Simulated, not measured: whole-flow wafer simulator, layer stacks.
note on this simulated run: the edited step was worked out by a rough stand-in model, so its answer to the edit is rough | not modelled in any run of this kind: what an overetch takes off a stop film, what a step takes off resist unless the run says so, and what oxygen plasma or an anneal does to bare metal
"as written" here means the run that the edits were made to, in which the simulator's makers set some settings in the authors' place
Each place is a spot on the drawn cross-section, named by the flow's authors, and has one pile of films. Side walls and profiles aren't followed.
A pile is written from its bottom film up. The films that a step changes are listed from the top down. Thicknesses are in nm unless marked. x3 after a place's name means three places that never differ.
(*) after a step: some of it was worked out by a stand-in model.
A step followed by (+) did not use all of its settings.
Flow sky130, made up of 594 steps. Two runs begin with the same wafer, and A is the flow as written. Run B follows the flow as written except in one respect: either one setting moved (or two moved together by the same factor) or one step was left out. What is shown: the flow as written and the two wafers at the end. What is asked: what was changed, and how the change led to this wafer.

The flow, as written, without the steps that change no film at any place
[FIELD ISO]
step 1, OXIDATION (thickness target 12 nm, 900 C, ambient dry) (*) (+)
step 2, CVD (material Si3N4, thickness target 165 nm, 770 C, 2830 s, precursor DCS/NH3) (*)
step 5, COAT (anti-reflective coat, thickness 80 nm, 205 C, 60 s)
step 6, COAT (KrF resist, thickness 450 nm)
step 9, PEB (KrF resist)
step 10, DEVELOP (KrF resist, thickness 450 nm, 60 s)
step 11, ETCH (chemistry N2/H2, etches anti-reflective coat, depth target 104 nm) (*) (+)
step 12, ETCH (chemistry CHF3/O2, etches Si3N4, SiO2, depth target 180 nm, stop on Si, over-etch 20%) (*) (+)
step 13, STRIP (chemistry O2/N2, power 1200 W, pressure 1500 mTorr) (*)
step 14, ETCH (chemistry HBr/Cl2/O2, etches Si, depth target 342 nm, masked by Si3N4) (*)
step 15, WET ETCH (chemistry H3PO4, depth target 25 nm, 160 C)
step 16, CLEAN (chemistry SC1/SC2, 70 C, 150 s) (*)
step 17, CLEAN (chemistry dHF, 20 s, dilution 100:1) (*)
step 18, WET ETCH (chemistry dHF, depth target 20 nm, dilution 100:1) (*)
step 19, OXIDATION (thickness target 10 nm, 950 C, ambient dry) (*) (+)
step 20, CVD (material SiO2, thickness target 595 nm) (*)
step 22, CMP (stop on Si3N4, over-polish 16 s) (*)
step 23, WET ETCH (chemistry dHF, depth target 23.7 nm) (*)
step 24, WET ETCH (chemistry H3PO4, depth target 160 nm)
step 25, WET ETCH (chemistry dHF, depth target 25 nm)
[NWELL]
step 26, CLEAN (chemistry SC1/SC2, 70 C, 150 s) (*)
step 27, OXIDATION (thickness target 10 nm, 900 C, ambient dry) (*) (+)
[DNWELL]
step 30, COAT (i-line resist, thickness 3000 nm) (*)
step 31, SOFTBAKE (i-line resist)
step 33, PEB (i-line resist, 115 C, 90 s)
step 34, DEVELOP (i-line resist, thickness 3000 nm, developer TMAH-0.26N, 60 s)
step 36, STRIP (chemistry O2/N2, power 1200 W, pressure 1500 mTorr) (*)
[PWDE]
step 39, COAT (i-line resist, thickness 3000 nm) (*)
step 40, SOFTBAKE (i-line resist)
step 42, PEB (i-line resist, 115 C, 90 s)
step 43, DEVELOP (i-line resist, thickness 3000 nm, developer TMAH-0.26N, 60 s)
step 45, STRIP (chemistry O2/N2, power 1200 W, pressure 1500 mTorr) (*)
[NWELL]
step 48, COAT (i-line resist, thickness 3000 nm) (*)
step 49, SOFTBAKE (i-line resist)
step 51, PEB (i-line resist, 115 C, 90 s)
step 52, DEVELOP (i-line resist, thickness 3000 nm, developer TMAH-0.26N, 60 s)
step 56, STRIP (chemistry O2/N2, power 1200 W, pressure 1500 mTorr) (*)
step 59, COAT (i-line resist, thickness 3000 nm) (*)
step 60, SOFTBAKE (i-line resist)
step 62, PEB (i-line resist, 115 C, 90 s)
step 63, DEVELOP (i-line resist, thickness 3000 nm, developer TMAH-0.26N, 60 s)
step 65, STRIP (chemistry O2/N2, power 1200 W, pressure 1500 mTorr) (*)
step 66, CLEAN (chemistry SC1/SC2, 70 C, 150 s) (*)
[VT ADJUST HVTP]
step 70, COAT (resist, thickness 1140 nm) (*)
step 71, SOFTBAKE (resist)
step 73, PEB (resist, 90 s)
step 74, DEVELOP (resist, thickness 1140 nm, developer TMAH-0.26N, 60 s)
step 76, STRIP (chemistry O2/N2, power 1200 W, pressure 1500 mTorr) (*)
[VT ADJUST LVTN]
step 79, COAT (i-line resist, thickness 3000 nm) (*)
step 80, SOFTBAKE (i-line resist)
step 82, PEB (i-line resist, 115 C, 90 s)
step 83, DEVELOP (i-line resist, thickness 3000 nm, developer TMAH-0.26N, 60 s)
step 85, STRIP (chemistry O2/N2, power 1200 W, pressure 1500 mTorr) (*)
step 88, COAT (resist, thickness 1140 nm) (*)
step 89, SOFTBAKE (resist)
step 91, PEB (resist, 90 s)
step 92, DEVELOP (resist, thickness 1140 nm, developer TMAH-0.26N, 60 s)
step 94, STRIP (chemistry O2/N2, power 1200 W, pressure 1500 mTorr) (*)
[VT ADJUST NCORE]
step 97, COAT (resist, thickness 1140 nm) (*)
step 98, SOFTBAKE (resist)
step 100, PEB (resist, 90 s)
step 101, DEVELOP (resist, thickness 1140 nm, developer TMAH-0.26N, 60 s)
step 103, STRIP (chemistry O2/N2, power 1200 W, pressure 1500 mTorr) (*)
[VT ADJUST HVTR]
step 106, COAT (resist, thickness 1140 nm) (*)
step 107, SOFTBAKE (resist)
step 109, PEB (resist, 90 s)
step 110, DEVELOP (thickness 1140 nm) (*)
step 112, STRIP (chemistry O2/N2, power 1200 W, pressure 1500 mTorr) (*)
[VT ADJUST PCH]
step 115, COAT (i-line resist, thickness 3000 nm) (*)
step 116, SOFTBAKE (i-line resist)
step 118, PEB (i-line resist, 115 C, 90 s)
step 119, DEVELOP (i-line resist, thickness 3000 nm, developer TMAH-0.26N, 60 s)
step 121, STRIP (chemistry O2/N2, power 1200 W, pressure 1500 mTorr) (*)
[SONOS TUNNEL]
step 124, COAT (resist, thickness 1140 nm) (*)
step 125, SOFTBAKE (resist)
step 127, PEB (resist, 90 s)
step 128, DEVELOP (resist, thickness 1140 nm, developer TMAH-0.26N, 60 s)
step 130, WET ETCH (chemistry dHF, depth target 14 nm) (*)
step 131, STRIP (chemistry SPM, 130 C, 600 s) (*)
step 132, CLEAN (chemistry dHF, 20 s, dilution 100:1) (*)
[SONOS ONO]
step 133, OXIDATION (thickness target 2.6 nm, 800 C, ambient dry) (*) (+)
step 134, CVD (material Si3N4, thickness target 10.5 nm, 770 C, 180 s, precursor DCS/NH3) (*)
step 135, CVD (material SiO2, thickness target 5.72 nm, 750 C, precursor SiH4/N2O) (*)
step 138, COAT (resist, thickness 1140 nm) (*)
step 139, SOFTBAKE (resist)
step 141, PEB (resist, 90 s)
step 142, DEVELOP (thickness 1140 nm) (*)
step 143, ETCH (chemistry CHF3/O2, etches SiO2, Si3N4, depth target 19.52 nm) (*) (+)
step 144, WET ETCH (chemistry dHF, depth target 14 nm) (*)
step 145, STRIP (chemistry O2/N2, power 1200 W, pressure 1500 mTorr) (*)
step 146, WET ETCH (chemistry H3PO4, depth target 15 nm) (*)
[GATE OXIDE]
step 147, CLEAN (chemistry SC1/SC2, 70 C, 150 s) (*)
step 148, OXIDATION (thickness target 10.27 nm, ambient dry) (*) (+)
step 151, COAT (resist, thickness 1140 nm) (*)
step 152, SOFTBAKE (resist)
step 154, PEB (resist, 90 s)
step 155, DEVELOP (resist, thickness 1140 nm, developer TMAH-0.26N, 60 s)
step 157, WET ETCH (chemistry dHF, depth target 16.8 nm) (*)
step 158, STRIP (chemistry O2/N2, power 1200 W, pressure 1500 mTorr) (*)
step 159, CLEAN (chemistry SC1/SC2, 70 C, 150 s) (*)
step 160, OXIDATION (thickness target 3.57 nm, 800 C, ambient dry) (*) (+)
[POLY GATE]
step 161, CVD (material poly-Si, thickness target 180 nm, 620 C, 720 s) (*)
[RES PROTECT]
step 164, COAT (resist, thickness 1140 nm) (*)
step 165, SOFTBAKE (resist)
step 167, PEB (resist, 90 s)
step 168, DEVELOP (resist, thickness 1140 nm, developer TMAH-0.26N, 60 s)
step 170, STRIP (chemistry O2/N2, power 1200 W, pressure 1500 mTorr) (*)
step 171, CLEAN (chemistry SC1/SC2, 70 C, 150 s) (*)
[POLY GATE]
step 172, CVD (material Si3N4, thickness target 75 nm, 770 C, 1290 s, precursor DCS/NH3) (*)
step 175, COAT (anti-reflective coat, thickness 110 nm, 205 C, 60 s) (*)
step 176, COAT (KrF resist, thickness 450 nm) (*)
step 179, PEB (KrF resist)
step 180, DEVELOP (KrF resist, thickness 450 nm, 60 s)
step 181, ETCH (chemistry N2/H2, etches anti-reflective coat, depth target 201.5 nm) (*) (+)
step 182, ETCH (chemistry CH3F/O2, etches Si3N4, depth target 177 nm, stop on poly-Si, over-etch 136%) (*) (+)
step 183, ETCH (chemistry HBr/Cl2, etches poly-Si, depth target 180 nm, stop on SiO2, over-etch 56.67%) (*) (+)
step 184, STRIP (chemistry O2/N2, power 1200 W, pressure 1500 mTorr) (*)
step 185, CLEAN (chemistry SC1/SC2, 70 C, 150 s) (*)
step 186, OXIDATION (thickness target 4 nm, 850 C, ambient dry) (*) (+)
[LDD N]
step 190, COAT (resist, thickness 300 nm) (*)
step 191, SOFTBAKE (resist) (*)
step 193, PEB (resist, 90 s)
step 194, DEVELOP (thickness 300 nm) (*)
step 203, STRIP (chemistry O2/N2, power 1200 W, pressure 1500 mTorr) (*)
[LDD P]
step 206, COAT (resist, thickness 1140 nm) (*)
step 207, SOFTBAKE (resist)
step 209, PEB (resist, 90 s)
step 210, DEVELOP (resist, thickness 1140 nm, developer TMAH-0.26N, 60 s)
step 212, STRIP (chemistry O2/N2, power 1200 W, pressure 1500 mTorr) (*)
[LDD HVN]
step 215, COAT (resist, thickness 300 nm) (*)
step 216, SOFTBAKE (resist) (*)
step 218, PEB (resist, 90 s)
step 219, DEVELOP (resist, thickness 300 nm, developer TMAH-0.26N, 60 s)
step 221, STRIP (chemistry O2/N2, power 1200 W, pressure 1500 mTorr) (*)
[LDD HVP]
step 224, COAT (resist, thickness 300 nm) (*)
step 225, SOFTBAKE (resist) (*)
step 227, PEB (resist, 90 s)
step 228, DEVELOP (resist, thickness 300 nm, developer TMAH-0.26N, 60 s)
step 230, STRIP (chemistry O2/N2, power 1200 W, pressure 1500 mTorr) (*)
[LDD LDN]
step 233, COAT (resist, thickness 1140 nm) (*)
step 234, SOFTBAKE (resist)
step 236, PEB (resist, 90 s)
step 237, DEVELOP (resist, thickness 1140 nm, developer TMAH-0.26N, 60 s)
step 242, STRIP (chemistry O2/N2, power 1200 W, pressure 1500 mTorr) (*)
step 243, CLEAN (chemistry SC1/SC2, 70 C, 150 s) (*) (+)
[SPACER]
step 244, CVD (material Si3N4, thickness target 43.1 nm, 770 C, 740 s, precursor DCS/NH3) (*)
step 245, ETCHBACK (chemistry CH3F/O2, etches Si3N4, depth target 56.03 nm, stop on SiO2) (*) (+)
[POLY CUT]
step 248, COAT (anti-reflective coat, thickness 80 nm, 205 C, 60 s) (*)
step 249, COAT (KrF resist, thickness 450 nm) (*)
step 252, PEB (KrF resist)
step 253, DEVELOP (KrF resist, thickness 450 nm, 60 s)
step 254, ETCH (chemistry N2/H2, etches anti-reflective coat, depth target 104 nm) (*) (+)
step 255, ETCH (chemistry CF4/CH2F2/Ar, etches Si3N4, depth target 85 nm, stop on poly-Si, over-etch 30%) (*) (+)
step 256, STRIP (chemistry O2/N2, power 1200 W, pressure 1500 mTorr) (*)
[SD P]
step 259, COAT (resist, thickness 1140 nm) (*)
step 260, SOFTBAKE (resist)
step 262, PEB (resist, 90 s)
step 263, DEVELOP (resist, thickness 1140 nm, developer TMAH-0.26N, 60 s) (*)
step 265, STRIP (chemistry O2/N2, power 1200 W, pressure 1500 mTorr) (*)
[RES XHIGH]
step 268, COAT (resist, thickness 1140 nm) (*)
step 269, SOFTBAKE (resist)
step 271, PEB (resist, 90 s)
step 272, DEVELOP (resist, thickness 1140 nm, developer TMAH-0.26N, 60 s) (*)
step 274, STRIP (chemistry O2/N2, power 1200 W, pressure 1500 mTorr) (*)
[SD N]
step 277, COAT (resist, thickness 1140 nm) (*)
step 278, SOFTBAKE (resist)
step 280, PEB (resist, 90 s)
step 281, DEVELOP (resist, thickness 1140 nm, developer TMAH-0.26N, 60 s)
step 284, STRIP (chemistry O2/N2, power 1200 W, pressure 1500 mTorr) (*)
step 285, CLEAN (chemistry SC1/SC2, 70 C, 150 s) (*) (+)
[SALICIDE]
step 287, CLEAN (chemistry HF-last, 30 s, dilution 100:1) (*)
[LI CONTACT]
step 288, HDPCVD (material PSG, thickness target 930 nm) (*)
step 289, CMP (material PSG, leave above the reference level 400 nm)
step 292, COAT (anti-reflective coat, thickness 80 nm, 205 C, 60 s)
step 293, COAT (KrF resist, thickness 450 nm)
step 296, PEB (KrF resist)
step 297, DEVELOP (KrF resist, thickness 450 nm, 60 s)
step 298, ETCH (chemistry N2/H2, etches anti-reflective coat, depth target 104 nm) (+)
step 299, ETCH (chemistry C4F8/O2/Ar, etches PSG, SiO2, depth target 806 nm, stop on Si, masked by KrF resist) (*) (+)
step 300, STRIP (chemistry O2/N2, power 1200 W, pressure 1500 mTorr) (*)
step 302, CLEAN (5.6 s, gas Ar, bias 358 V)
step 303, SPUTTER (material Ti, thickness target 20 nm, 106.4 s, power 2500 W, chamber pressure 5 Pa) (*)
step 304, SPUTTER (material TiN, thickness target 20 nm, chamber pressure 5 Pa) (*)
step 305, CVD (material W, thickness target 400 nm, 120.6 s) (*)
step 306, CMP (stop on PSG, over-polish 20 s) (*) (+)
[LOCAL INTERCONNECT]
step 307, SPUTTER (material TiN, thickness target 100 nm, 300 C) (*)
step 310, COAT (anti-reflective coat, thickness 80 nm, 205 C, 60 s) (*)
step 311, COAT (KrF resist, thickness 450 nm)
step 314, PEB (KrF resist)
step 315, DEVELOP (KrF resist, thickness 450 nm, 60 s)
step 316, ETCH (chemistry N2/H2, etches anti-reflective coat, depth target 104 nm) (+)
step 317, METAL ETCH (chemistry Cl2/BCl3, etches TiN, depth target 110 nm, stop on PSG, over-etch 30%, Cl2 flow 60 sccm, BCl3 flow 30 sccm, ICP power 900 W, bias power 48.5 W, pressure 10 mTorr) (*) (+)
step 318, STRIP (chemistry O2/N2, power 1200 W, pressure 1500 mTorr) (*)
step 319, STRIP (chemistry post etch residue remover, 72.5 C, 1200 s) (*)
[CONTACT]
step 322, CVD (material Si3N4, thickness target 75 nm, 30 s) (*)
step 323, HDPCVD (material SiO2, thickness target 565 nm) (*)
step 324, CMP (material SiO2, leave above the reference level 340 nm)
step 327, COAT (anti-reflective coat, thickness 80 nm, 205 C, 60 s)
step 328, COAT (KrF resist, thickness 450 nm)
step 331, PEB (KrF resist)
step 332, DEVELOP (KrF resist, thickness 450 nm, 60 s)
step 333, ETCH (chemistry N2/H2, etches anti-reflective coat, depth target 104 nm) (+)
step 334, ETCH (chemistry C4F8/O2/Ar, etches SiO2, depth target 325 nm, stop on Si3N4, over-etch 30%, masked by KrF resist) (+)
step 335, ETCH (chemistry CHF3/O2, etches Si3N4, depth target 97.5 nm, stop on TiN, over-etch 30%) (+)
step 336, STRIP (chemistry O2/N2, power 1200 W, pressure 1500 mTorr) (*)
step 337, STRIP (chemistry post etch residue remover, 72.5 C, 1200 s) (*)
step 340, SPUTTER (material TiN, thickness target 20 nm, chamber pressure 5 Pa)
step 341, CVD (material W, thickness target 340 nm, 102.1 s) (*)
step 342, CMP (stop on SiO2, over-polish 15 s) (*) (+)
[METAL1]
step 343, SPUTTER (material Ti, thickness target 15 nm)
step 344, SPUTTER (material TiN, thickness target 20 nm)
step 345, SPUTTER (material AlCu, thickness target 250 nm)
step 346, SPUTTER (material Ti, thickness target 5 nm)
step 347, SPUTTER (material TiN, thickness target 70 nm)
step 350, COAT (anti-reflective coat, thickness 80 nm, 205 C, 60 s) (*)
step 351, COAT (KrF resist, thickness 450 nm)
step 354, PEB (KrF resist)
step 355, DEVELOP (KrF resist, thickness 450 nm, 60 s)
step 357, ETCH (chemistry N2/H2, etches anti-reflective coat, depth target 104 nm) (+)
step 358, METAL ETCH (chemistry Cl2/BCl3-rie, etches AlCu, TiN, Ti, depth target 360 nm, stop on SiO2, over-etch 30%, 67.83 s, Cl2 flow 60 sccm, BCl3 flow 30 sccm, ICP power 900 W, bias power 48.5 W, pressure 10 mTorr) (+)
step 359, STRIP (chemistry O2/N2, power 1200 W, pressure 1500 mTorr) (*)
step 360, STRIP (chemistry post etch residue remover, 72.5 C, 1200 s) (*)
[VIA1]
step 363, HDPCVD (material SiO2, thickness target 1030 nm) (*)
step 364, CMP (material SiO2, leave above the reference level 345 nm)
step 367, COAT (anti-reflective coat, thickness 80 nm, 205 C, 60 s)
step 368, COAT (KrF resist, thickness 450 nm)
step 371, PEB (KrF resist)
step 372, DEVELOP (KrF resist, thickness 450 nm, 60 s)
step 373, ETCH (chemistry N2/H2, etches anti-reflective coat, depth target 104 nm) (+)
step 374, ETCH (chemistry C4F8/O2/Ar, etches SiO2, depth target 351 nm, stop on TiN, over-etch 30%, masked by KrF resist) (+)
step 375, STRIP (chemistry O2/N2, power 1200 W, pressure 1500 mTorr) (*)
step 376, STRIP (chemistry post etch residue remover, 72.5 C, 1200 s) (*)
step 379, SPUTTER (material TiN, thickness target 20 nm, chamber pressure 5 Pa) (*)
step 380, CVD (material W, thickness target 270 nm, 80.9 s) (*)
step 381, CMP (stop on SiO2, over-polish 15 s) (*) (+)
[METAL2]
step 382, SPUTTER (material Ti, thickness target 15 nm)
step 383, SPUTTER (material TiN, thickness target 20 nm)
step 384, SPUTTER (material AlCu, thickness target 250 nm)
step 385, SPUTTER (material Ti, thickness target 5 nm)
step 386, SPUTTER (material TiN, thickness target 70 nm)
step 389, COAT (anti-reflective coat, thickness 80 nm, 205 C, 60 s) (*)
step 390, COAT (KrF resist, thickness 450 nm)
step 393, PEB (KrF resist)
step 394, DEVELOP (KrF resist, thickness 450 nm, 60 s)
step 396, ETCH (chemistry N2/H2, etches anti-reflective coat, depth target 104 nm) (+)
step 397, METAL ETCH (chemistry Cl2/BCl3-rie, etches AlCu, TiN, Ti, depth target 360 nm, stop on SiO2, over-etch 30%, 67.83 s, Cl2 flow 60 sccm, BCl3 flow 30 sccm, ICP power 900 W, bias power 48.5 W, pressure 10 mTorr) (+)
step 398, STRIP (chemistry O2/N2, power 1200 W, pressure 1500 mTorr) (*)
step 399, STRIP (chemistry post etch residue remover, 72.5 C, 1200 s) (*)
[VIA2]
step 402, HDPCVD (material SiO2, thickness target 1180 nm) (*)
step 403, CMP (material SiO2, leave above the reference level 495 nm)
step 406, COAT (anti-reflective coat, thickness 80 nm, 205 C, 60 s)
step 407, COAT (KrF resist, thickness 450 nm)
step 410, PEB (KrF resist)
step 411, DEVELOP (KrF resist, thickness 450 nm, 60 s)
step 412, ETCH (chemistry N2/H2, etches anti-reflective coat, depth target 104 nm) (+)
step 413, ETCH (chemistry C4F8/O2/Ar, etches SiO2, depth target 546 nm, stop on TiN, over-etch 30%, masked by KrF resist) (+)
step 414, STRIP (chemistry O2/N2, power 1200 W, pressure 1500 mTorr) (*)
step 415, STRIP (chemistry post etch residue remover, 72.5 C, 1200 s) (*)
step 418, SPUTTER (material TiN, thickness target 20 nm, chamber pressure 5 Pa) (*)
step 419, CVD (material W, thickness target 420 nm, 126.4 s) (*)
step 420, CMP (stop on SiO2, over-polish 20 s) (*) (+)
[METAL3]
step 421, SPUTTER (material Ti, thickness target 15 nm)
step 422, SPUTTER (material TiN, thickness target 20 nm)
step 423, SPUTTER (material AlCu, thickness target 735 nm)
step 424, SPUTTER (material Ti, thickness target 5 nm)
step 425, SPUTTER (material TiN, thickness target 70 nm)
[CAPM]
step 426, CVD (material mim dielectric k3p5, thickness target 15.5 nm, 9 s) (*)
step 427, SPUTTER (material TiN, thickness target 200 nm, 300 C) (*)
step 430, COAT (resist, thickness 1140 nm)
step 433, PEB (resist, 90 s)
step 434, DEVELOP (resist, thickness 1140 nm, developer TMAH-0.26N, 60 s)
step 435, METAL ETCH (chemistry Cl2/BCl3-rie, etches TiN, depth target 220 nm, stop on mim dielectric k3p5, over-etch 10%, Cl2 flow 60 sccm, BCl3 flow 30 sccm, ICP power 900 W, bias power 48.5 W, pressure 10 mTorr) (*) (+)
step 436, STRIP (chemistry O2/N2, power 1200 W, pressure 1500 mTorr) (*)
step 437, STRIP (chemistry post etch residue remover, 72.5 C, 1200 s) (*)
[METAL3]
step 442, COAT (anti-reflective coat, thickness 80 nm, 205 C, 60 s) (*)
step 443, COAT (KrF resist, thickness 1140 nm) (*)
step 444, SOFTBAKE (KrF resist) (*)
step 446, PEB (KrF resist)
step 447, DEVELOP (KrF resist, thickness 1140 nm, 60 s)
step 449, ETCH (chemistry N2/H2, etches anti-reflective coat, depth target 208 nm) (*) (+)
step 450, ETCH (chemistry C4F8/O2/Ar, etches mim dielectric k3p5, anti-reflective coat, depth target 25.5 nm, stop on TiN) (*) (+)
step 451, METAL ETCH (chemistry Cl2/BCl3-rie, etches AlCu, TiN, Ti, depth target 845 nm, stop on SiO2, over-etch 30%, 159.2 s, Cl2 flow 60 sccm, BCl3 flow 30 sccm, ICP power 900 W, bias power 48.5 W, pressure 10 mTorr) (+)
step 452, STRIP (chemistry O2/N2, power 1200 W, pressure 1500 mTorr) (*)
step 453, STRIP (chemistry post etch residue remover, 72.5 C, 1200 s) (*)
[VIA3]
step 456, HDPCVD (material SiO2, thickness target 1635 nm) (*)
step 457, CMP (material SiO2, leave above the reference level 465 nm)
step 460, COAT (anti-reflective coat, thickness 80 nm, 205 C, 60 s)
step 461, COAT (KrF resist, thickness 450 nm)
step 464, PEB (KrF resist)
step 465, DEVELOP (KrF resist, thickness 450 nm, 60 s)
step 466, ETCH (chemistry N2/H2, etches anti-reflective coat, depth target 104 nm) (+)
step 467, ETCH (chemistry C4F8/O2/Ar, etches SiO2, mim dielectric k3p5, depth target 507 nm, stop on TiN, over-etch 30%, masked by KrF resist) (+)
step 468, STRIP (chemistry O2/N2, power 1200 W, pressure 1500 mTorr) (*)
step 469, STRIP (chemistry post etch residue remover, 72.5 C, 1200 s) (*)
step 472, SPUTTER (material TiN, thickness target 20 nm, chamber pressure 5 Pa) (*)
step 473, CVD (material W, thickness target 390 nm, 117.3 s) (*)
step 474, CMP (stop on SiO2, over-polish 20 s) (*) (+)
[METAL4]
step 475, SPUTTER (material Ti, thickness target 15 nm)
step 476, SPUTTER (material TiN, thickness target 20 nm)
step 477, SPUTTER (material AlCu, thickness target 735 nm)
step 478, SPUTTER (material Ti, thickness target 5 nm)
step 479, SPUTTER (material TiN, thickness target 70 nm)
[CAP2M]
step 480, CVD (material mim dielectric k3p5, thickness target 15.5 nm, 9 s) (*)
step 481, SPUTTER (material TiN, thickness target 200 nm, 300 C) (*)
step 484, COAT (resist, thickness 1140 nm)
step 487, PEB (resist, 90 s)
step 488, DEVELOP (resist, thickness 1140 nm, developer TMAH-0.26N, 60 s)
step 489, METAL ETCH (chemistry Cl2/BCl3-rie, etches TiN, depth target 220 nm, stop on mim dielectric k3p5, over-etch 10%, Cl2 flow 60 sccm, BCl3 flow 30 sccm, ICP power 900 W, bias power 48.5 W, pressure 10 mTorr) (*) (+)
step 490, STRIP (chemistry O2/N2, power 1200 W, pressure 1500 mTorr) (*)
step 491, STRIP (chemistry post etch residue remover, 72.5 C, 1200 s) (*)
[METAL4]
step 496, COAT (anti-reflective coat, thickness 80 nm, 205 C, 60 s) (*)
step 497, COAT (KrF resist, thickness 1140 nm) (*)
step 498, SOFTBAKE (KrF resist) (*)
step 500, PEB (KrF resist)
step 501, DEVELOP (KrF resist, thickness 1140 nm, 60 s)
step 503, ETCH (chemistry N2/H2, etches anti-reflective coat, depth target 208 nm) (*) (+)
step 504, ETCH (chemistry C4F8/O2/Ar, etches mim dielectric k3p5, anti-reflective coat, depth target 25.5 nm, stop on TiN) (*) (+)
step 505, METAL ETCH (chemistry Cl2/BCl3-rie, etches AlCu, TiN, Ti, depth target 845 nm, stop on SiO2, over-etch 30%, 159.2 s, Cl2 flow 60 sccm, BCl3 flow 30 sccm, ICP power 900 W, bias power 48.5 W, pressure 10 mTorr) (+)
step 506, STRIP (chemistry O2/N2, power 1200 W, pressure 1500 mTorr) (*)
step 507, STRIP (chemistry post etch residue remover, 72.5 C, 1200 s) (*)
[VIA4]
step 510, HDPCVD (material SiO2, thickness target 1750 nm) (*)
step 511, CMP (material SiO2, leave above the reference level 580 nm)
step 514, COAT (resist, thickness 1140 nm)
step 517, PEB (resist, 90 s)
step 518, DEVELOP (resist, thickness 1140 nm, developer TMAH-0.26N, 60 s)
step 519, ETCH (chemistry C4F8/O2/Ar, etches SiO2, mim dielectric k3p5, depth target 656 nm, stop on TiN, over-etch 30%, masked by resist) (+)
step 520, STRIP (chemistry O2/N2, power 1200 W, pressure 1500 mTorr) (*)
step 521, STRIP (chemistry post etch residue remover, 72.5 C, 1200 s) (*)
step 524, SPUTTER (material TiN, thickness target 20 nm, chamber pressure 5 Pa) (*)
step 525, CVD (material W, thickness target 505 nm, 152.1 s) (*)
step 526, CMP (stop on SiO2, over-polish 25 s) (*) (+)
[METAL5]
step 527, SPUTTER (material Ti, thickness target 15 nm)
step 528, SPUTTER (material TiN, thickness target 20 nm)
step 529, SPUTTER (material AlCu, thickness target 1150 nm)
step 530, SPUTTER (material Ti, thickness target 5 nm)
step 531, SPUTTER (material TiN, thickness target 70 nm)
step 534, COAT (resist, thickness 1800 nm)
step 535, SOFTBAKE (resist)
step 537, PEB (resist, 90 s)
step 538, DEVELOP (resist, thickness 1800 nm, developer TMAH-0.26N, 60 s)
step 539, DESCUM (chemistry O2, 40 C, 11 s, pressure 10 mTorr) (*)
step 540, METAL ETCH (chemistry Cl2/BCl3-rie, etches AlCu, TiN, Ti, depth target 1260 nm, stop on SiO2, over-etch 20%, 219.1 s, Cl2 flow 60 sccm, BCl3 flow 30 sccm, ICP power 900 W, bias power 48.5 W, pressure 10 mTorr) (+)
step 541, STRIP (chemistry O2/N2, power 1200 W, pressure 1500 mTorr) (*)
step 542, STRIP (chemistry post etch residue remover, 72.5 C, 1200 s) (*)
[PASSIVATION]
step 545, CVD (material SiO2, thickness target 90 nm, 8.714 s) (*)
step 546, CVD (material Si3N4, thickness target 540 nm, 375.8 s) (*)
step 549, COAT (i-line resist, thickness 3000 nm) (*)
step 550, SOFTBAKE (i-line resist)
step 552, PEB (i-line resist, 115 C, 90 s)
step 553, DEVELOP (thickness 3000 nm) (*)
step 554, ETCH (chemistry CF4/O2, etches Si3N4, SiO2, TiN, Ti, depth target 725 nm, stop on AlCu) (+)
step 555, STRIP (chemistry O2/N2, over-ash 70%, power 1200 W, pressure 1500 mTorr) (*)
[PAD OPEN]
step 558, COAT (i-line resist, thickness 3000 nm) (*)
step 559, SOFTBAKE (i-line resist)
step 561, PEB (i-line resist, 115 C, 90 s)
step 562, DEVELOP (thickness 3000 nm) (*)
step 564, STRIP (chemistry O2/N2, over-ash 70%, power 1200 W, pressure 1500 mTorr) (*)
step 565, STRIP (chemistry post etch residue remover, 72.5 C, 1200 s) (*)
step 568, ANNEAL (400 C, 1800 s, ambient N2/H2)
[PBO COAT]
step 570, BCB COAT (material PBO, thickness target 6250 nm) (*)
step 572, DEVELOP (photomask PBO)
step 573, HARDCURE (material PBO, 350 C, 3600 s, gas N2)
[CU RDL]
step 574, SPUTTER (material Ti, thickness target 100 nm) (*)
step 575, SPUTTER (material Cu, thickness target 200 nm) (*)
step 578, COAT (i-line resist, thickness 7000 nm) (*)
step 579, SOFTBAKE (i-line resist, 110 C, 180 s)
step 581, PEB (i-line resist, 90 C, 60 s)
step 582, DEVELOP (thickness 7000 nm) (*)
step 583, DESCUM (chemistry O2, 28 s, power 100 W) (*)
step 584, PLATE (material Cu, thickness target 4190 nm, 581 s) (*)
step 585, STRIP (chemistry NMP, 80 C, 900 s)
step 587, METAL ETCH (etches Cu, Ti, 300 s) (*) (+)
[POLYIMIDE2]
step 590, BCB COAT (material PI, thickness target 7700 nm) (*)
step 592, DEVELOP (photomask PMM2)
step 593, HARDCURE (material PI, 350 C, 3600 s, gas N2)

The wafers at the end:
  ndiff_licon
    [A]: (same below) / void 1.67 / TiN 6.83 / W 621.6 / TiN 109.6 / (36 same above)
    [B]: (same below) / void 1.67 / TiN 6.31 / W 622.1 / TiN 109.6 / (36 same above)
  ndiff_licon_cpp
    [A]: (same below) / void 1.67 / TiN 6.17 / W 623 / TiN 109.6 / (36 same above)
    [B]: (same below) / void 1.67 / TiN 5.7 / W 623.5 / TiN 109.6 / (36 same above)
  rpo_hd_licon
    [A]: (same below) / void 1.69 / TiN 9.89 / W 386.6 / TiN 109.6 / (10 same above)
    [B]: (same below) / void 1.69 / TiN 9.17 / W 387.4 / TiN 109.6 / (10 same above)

Cause: step 304, SPUTTER: chamber pressure 3.8 Pa was run, whereas the flow has chamber pressure 5 Pa.

How this came from the change, step by step:
  step 304, SPUTTER (material TiN, thickness target 20 nm, chamber pressure 5 Pa) (*)
      ndiff_licon: A +6.83 TiN (new film) | B +6.31 TiN (new film)
      rpo_hd_licon: A +9.89 TiN (new film) | B +9.17 TiN (new film)
